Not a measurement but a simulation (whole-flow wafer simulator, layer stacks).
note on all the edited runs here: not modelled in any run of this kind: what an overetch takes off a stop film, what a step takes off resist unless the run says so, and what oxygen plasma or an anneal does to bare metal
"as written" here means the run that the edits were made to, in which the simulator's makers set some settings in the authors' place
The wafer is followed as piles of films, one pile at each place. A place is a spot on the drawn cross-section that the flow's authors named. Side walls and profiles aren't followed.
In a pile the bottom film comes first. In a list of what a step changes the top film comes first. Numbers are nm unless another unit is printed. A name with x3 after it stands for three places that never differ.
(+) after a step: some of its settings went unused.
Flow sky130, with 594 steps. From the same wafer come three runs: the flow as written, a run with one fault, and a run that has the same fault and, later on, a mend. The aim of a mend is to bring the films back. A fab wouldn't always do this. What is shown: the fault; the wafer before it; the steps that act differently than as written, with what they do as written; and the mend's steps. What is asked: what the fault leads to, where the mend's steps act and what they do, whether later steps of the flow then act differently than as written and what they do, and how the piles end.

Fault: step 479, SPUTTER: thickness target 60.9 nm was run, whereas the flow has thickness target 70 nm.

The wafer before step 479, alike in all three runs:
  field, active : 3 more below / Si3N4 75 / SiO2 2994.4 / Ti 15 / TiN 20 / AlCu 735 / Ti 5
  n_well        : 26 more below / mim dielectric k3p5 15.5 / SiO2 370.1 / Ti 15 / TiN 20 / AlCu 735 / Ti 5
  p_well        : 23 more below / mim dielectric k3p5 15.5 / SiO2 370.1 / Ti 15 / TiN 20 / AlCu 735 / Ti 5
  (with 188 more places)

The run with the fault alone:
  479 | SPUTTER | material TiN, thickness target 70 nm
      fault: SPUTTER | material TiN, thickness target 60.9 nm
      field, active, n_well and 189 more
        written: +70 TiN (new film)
        fault: +60.9 TiN (new film)
  Steps later in the flow that act otherwise than as written (not shown: 10 more steps that differ only slightly, by at most 2% or 0.5 nm, whichever is larger):
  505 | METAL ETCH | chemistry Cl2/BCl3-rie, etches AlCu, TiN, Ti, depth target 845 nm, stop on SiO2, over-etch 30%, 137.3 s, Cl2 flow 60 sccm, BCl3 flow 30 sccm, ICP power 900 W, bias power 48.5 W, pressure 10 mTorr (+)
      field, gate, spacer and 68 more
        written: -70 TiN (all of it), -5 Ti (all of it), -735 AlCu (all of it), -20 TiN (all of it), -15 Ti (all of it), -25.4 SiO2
        fault: -60.9 TiN (all of it), -5 Ti (all of it), -735 AlCu (all of it), -20 TiN (all of it), -15 Ti (all of it), -26.3 SiO2
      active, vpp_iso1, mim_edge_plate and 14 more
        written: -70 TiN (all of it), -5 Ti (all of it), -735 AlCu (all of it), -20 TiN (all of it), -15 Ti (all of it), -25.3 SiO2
        fault: -60.9 TiN (all of it), -5 Ti (all of it), -735 AlCu (all of it), -20 TiN (all of it), -15 Ti (all of it), -26.3 SiO2
  The piles end different from the flow's at n_well, p_well, gate_hv and 102 more by more than 2% or 0.5 nm, whichever is larger.
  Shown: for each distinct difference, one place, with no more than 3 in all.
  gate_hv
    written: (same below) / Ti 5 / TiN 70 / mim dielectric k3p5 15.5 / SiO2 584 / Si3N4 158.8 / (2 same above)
    fault: (same below) / Ti 5 / TiN 60.9 / mim dielectric k3p5 15.5 / SiO2 593.1 / Si3N4 158.8 / (2 same above)
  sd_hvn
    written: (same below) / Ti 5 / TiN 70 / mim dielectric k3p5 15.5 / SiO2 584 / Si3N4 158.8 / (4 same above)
    fault: (same below) / Ti 5 / TiN 60.9 / mim dielectric k3p5 15.5 / SiO2 593.1 / Si3N4 158.8 / (4 same above)
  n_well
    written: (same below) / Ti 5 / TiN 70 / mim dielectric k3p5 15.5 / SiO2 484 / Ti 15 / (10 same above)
    fault: (same below) / Ti 5 / TiN 60.9 / mim dielectric k3p5 15.5 / SiO2 493.1 / Ti 15 / (10 same above)

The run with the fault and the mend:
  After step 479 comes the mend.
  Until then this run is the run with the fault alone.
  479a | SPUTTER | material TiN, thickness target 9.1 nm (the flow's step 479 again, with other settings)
      field, active, n_well and 189 more
        +9.1 TiN
  Every later step of the flow that is run acts as written at every place that is followed.
  At every place that both follow, the piles at the end match the flow's.
